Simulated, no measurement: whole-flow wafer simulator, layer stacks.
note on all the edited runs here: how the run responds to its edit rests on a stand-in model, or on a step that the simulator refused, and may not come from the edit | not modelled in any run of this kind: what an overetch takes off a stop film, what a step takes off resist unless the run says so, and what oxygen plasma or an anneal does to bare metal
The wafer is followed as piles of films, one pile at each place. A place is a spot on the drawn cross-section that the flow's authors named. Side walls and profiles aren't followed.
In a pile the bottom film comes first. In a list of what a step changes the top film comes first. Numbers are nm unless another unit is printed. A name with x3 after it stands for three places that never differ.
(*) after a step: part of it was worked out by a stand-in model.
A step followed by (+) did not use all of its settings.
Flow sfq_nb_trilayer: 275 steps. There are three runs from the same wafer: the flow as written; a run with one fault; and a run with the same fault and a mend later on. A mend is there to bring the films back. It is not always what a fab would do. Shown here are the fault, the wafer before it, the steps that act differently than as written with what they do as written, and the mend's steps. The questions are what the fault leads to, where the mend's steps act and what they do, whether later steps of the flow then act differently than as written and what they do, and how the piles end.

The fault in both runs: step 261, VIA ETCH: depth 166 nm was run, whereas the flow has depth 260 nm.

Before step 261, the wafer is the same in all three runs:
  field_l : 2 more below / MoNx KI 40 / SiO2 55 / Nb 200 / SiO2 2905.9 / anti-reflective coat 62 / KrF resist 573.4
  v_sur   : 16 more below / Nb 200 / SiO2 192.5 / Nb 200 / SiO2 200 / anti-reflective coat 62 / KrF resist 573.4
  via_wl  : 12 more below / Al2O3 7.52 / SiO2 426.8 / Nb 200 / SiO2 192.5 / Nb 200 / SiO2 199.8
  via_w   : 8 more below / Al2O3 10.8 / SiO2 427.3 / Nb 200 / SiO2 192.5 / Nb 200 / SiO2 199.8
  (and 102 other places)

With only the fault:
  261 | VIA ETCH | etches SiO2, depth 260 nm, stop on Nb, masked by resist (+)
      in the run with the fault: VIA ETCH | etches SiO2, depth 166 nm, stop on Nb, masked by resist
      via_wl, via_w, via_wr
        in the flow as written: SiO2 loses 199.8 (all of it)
        in the run with the fault: SiO2 loses 166
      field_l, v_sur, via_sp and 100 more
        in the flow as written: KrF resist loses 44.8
        in the run with the fault: KrF resist loses 28.6
  Later steps of the flow acting differently than as written (3 more steps, not shown, differ only slightly: by at most 2% or 0.5 nm, whichever is larger):
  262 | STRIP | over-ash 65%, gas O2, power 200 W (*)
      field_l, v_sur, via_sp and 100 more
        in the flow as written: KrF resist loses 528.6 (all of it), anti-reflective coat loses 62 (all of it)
        in the run with the fault: KrF resist loses 544.8 (all of it), anti-reflective coat loses 62 (all of it)
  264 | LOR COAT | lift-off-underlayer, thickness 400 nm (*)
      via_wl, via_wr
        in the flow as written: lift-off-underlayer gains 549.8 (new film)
        in the run with the fault: lift-off-underlayer gains 524.4 (new film)
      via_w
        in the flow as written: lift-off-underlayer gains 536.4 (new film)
        in the run with the fault: lift-off-underlayer gains 513.3 (new film)
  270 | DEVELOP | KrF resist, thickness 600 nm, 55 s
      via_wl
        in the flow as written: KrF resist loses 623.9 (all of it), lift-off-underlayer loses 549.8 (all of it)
        in the run with the fault: KrF resist loses 619.6 (all of it), lift-off-underlayer loses 524.4 (all of it)
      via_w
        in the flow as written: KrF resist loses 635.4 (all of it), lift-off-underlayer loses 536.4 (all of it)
        in the run with the fault: KrF resist loses 629.2 (all of it), lift-off-underlayer loses 513.3 (all of it)
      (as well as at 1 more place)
  By the end, the piles at via_wl, via_w, via_wr depart from the flow's by more than 2% or 0.5 nm, whichever is larger.
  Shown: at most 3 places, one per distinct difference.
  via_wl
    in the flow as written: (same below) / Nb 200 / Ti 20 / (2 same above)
    in the run with the fault: (same below) / Nb 200 / SiO2 33.8 / Ti 20 / (2 same above)

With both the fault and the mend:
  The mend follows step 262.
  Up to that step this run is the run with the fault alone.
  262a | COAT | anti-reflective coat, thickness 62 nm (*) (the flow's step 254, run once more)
      p4_fl x3, p4_w1 x9, p4_g1 x2 and 63 more
        anti-reflective coat gains 62 (new film)
      res, r_end, moat and 8 more
        anti-reflective coat gains 61.7 (new film)
      c5j, ce_r, sp_r, be_r, r_sur
        anti-reflective coat gains 61.6 (new film)
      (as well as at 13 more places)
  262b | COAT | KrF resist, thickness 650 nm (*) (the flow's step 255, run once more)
      p4_fl x3, p4_w1 x9, p4_g1 x2 and 63 more
        KrF resist gains 650 (new film)
      field_r, lsp_l, ln_m5, lsp_m, ln_m6, lsp_r, l0_sur
        KrF resist gains 649.4 (new film)
      res, r_end, moat, l0v
        KrF resist gains 649.3 (new film)
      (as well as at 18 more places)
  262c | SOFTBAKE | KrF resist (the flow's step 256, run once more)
      leaves every film unchanged at each place that is followed
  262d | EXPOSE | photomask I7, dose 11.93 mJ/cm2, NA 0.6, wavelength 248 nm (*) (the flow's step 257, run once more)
      leaves every film unchanged at each place that is followed
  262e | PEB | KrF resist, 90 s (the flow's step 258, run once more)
      c5j, ce_r, sp_r and 90 more
        KrF resist loses 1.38
      v_sur, wire, be, be_sur, gap, jj_sur, ce_l
        KrF resist loses 1.37
      via_wl, via_wr
        KrF resist loses 1.55
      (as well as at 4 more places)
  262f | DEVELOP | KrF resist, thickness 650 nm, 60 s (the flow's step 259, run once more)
      field_l, v_sur, via_sp and 100 more
        KrF resist loses 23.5
      via_wl
        KrF resist loses 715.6 (all of it)
      via_w
        KrF resist loses 761.8 (all of it)
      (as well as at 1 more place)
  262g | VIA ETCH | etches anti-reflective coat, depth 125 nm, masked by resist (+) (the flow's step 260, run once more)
      field_l, v_sur, via_sp and 100 more
        KrF resist loses 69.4
      via_wl, via_wr
        anti-reflective coat loses 125
      via_w
        anti-reflective coat loses 79.6 (all of it), SiO2 loses 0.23
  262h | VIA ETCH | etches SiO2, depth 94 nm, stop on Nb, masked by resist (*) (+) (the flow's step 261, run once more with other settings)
      field_l, v_sur, via_sp and 100 more
        KrF resist loses 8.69
      via_wl, via_wr
        anti-reflective coat loses 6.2 (all of it), SiO2 loses 33.8 (all of it)
      via_w
        SiO2 loses 33.6 (all of it)
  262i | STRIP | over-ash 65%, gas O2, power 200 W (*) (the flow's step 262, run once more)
      p4_fl x3, p4_w1 x9, p4_g1 x2 and 63 more
        KrF resist loses 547 (all of it), anti-reflective coat loses 62 (all of it)
      res, r_end, moat, field_r, l0_sur, l0v
        KrF resist loses 546.3 (all of it), anti-reflective coat loses 61.7 (all of it)
      lsp_l, ln_m5, lsp_m, ln_m6, lsp_r
        KrF resist loses 546.4 (all of it), anti-reflective coat loses 61.7 (all of it)
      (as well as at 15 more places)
  Every later step of the flow that is run acts as written at every place that is followed.
  The piles end the same as the flow's at every place that both follow.
